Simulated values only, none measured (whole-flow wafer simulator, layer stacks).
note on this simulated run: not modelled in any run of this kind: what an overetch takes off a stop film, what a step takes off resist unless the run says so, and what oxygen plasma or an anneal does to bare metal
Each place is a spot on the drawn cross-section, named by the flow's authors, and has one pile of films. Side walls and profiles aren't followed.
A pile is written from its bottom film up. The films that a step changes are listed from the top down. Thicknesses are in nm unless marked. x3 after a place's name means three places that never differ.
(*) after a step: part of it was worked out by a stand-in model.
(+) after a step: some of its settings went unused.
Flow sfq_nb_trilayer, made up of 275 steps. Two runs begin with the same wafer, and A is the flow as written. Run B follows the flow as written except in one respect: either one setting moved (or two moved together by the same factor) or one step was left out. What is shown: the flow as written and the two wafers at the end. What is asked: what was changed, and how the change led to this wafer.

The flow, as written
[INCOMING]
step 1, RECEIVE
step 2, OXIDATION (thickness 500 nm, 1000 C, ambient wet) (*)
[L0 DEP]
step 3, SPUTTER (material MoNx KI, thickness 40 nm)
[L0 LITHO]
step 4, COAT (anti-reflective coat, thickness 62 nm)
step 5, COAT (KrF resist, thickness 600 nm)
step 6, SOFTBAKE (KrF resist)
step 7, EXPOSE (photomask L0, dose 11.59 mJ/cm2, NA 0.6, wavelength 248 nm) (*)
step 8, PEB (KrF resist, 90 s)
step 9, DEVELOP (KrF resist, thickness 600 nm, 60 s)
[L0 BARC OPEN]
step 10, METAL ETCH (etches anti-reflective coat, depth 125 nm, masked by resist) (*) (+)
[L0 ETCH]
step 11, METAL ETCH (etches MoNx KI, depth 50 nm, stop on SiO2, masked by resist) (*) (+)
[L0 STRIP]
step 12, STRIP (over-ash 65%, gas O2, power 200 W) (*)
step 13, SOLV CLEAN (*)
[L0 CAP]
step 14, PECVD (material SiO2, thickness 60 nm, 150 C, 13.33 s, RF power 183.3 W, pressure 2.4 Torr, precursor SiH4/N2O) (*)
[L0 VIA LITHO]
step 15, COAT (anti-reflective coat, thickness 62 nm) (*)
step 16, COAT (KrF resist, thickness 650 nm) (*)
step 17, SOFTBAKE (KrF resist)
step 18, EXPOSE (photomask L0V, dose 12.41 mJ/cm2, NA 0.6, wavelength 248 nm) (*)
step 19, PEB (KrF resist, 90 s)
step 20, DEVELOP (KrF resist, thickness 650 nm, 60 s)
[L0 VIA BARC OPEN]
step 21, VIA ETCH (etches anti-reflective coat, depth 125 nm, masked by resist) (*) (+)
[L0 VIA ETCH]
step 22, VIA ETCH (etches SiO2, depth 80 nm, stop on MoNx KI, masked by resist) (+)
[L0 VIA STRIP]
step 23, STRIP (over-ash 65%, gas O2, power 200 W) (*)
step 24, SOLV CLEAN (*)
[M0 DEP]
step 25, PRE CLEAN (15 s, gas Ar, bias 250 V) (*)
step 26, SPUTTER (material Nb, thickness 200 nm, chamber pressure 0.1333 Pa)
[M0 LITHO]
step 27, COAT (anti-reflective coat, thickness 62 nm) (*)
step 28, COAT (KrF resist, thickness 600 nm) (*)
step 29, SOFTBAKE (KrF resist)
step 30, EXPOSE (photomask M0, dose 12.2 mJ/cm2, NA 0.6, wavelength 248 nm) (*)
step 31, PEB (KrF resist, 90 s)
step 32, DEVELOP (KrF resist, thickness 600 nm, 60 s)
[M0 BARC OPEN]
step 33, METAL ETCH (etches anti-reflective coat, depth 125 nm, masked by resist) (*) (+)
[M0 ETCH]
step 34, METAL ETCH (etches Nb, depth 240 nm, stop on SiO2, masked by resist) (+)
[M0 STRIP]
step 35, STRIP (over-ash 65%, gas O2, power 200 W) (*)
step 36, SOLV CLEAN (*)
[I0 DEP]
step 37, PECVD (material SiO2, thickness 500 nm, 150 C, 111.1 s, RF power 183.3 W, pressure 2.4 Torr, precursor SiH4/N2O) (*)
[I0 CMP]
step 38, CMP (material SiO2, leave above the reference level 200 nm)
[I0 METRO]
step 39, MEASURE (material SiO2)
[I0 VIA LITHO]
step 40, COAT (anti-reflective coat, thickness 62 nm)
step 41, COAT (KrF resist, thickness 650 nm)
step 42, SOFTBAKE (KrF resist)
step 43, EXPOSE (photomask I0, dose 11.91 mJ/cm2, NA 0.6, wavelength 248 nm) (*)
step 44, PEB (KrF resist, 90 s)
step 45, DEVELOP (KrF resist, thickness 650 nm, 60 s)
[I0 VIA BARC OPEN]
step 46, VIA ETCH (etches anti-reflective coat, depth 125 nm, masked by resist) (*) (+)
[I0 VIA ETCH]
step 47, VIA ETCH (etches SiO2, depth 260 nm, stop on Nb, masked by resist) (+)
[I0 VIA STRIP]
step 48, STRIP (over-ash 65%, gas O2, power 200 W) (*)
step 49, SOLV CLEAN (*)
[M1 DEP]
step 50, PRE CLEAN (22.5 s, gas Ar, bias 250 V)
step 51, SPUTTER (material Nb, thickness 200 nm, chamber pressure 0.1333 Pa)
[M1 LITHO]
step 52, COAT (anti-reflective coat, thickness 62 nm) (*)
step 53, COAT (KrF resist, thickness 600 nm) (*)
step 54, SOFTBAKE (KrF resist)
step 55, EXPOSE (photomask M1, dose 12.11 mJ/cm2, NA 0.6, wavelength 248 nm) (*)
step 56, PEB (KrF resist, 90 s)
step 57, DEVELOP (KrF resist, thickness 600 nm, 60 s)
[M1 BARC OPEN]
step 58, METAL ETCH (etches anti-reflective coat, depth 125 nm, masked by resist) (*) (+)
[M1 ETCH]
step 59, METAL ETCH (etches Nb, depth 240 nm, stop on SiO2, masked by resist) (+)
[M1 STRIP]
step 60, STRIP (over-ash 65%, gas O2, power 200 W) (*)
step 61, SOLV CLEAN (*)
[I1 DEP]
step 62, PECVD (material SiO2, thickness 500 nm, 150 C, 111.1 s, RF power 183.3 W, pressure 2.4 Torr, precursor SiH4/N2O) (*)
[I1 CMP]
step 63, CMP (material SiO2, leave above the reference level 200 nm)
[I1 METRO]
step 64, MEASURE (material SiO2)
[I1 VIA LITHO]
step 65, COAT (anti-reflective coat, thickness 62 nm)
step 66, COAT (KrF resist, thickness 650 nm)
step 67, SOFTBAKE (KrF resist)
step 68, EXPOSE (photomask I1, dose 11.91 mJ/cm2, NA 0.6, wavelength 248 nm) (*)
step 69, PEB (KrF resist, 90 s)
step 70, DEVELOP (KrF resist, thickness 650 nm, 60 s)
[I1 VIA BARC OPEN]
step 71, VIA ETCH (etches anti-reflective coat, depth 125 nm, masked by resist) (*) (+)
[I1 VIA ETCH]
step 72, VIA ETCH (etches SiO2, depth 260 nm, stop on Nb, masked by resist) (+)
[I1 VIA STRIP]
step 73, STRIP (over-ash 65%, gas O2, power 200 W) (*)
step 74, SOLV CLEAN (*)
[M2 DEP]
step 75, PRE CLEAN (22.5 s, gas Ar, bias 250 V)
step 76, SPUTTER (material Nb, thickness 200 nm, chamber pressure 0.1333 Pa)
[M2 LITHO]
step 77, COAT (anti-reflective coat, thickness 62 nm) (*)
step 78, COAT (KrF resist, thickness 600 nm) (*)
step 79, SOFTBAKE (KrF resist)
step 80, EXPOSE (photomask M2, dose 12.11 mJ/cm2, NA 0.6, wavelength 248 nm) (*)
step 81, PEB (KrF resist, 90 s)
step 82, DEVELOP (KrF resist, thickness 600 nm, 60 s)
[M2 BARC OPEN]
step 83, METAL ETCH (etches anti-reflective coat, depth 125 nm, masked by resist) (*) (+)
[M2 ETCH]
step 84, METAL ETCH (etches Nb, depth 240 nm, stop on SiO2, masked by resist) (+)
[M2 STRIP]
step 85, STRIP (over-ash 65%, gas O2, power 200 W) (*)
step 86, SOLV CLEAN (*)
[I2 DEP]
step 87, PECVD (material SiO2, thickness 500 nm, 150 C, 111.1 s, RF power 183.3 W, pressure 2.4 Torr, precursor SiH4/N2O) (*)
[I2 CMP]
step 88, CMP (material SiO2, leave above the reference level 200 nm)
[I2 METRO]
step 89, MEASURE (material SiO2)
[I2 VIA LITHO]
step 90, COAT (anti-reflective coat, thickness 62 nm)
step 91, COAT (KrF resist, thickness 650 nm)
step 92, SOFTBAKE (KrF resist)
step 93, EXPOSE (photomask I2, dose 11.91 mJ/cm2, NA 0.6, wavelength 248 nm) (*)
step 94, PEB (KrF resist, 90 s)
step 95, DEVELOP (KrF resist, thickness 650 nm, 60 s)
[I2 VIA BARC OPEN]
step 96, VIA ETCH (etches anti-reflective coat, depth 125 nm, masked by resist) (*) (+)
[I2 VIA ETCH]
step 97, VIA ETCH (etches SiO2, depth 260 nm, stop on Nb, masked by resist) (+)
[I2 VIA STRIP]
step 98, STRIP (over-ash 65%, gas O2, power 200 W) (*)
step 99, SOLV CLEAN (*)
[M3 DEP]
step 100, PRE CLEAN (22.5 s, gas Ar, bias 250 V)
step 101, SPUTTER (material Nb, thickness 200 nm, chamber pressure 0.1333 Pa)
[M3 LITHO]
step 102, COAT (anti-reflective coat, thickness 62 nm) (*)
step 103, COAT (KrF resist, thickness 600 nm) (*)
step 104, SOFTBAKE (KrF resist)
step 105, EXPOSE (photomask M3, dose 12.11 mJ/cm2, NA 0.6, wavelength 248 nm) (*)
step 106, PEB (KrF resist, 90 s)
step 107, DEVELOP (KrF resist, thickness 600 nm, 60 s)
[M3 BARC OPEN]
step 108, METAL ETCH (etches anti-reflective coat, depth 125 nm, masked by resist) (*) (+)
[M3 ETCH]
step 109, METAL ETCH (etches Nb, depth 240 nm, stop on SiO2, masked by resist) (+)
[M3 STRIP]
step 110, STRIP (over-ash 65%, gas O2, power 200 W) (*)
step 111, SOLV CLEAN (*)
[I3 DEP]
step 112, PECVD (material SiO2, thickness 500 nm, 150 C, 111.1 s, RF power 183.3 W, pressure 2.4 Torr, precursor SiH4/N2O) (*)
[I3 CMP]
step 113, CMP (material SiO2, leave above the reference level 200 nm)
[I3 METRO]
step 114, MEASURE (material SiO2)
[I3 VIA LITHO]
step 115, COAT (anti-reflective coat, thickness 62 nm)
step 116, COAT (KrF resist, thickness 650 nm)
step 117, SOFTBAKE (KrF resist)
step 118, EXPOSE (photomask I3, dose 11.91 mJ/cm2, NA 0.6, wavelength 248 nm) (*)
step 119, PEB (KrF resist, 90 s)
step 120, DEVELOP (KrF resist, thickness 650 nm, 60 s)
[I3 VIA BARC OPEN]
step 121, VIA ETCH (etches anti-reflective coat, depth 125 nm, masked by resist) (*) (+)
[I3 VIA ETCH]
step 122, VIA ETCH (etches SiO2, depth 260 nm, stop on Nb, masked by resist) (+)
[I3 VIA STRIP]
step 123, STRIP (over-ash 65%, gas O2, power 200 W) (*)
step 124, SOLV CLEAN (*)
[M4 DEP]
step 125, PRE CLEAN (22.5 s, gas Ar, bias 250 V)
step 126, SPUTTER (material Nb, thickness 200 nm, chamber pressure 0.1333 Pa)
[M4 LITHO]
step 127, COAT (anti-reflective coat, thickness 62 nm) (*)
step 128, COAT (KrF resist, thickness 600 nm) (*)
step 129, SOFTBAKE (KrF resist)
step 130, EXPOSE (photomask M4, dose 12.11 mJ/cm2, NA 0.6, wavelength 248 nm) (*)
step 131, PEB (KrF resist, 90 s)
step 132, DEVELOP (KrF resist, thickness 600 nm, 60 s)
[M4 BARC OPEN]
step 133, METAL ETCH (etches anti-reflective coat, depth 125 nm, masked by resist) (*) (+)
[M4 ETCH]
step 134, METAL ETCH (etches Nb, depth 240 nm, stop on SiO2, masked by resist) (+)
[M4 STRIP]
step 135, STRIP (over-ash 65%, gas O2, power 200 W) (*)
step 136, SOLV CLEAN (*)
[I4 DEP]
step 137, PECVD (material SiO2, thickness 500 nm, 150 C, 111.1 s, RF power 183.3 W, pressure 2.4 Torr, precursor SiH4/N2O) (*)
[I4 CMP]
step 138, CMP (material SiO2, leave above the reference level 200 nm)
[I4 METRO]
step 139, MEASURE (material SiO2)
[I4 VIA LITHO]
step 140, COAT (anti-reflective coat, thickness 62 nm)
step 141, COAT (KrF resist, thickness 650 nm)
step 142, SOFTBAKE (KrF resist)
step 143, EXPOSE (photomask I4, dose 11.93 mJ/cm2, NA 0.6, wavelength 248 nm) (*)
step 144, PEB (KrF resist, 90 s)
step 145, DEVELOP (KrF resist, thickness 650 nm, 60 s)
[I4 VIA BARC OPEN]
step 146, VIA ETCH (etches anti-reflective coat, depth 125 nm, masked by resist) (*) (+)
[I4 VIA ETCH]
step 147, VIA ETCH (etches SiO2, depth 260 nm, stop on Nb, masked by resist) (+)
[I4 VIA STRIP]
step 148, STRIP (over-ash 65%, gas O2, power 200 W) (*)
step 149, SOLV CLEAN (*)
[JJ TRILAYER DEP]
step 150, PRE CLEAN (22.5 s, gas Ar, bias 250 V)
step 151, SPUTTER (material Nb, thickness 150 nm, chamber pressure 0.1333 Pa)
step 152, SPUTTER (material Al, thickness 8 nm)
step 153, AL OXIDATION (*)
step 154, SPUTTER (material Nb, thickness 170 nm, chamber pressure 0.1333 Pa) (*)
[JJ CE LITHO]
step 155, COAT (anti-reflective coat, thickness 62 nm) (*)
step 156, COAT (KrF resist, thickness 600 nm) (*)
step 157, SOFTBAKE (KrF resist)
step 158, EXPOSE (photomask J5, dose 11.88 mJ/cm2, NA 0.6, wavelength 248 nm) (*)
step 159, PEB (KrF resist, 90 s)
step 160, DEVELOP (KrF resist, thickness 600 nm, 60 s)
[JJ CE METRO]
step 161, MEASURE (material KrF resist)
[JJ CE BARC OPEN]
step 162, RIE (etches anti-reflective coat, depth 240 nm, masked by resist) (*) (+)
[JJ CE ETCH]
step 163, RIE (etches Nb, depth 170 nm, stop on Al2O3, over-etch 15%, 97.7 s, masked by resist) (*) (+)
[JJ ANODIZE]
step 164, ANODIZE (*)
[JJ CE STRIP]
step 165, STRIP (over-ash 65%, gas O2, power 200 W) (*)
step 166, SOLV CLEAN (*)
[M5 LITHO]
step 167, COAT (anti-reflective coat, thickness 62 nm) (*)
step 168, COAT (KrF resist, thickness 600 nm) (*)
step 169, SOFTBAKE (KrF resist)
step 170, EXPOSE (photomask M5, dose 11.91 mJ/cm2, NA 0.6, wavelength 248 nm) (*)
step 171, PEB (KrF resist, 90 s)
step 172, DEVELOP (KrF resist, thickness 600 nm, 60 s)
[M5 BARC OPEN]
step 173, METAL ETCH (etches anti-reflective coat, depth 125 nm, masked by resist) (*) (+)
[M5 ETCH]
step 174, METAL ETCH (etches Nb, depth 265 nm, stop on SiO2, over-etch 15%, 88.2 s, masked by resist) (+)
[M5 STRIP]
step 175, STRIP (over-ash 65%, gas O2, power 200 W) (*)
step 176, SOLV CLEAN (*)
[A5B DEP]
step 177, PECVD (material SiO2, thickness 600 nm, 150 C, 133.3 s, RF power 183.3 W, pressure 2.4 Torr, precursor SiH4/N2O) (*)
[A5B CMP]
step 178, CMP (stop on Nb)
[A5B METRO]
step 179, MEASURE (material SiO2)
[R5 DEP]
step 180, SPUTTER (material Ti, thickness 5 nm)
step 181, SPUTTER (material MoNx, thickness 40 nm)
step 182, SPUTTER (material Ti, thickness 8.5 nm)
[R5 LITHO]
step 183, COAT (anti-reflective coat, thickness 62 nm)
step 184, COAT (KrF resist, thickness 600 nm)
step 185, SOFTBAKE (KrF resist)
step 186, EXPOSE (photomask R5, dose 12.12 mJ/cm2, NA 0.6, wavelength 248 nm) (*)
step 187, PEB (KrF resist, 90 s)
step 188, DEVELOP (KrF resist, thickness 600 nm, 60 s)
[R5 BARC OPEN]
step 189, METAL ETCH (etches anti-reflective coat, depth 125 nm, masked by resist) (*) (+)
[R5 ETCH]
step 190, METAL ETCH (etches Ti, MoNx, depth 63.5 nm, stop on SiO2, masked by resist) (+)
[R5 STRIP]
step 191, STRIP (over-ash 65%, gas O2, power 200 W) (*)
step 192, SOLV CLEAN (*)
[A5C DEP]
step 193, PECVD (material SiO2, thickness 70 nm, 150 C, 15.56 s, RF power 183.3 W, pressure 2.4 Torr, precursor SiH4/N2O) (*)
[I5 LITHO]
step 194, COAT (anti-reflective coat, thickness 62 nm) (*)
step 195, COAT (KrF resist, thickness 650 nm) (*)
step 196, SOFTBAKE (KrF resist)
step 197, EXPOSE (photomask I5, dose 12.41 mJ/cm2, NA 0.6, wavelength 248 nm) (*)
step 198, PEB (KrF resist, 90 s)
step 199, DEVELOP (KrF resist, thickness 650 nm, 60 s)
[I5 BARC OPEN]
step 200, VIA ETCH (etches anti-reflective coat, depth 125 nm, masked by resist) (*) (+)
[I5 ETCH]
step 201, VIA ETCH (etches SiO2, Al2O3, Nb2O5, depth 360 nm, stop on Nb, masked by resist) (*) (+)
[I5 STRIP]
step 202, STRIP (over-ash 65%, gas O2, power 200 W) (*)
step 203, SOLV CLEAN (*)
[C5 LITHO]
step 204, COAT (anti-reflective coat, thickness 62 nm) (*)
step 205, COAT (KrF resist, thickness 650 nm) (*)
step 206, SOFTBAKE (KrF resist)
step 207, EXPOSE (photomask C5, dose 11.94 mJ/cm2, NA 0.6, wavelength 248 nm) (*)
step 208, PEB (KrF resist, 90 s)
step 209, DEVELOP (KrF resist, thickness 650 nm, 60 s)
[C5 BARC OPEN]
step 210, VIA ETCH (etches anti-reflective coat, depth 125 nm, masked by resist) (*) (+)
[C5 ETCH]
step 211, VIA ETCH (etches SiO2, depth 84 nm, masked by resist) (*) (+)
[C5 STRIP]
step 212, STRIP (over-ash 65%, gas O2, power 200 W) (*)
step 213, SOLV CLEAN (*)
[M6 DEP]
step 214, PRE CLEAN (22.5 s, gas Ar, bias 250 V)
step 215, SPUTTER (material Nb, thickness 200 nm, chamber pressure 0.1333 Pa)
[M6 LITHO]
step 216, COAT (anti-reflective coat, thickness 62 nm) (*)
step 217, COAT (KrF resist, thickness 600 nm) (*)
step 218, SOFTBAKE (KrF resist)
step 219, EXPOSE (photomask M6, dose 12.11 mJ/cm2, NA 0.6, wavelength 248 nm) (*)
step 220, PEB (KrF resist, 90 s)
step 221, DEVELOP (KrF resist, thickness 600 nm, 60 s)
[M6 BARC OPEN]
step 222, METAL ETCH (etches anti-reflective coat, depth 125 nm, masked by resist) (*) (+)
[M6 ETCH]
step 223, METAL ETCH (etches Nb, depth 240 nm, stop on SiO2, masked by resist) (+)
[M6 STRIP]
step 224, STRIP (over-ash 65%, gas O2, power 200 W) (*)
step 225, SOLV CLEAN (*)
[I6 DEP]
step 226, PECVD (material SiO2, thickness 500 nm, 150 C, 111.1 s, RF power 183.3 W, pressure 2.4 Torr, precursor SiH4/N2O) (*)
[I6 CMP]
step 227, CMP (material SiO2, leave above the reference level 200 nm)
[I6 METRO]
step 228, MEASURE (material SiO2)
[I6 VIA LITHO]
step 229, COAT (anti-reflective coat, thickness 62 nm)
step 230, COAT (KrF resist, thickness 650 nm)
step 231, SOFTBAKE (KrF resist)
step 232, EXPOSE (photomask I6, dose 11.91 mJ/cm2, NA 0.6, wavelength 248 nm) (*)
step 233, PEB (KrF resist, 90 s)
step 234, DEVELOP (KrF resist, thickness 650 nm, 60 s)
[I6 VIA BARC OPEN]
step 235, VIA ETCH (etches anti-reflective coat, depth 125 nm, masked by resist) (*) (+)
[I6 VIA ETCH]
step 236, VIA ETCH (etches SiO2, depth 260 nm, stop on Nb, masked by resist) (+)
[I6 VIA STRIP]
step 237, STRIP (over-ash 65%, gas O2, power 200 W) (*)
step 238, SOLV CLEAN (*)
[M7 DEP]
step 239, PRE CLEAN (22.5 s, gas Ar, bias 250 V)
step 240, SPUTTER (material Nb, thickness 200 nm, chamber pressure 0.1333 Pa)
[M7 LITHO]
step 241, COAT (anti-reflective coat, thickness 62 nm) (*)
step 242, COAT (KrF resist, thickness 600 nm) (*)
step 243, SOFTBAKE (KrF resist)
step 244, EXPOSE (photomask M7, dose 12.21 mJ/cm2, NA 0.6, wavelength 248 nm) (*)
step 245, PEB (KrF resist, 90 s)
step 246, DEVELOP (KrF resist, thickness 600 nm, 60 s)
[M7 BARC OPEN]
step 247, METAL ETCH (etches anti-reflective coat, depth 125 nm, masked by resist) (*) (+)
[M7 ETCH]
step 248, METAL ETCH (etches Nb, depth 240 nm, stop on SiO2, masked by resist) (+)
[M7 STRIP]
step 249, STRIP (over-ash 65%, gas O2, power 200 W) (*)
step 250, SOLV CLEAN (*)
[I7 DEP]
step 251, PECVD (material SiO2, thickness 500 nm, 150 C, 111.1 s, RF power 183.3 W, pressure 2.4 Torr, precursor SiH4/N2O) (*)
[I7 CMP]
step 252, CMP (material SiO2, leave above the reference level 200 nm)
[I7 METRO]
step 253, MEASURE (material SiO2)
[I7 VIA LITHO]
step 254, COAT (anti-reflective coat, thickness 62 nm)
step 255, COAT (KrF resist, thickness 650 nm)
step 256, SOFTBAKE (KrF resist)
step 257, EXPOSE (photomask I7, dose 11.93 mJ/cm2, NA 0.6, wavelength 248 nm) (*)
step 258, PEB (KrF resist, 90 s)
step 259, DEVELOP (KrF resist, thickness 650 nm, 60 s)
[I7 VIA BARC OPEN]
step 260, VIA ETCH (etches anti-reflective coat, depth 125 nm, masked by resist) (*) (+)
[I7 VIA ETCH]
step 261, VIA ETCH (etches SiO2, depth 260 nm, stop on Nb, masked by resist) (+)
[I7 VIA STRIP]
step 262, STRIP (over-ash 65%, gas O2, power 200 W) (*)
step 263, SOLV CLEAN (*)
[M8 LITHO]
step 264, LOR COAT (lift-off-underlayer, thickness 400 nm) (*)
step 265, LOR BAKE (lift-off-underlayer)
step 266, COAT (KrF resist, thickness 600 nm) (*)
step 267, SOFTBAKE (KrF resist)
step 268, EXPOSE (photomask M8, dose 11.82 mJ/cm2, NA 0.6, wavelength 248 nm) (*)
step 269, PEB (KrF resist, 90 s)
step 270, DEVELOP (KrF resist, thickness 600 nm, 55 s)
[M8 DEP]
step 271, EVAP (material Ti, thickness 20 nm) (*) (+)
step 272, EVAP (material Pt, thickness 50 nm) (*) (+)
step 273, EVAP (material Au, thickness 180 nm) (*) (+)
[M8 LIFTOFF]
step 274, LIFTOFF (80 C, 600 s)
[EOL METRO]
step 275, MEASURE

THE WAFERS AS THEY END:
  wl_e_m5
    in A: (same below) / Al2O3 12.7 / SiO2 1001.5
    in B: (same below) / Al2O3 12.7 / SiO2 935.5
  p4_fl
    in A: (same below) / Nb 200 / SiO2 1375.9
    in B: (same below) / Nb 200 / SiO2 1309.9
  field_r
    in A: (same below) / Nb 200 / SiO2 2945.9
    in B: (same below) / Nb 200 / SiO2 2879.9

The reason: step 215, SPUTTER: thickness 134 nm was run, whereas the flow has thickness 200 nm.

Step by step, how the change led to this:
  step 215, SPUTTER (material Nb, thickness 200 nm, chamber pressure 0.1333 Pa)
      field_l, v_sur, via_wl and 100 more: A +200 Nb (new film) | B +134 Nb (new film)
      be: A +147.3 Nb | B +99.1 Nb
      (and at 2 other places as well)
  step 216, COAT (anti-reflective coat, thickness 62 nm) (*)
      be: A +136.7 anti-reflective coat (new film) | B +131.1 anti-reflective coat (new film)
      be_sur: A +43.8 anti-reflective coat (new film) | B +42.6 anti-reflective coat (new film)
  step 223, METAL ETCH (etches Nb, depth 240 nm, stop on SiO2, masked by resist) (+)
      field_l, gap, moat and 76 more: A -200 Nb (all of it) | B -134 Nb (all of it)
      v_sur, via_wl, via_w and 24 more: A -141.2 KrF resist | B -118.2 KrF resist
  step 224, STRIP (over-ash 65%, gas O2, power 200 W) (*)
      wl_j_sl, wl_j_sr: A -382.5 KrF resist (all of it), -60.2 anti-reflective coat (all of it) | B -405.5 KrF resist (all of it), -60.2 anti-reflective coat (all of it)
      wl_c_m6, wl_f_m6: A -382.3 KrF resist (all of it), -62 anti-reflective coat (all of it) | B -405.2 KrF resist (all of it), -62 anti-reflective coat (all of it)
      (and at 23 other places as well)
  step 226, PECVD (material SiO2, thickness 500 nm, 150 C, 111.1 s, RF power 183.3 W, pressure 2.4 Torr, precursor SiH4/N2O) (*)
      gap, wl_a_sl, m6r_space_l, m6r_space_r: A +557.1 SiO2 | B +500 SiO2
      be: A +693.5 SiO2 (new film) | B +668.6 SiO2 (new film)
  step 227, CMP (material SiO2, leave above the reference level 200 nm)
      field_l, p4_fl, p4_fm and 59 more: A -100 SiO2 | B -166 SiO2
      moat, field_r, lsp_l, ln_m5, lsp_m: A -93.6 SiO2 | B -166 SiO2
      (and at 13 other places as well)
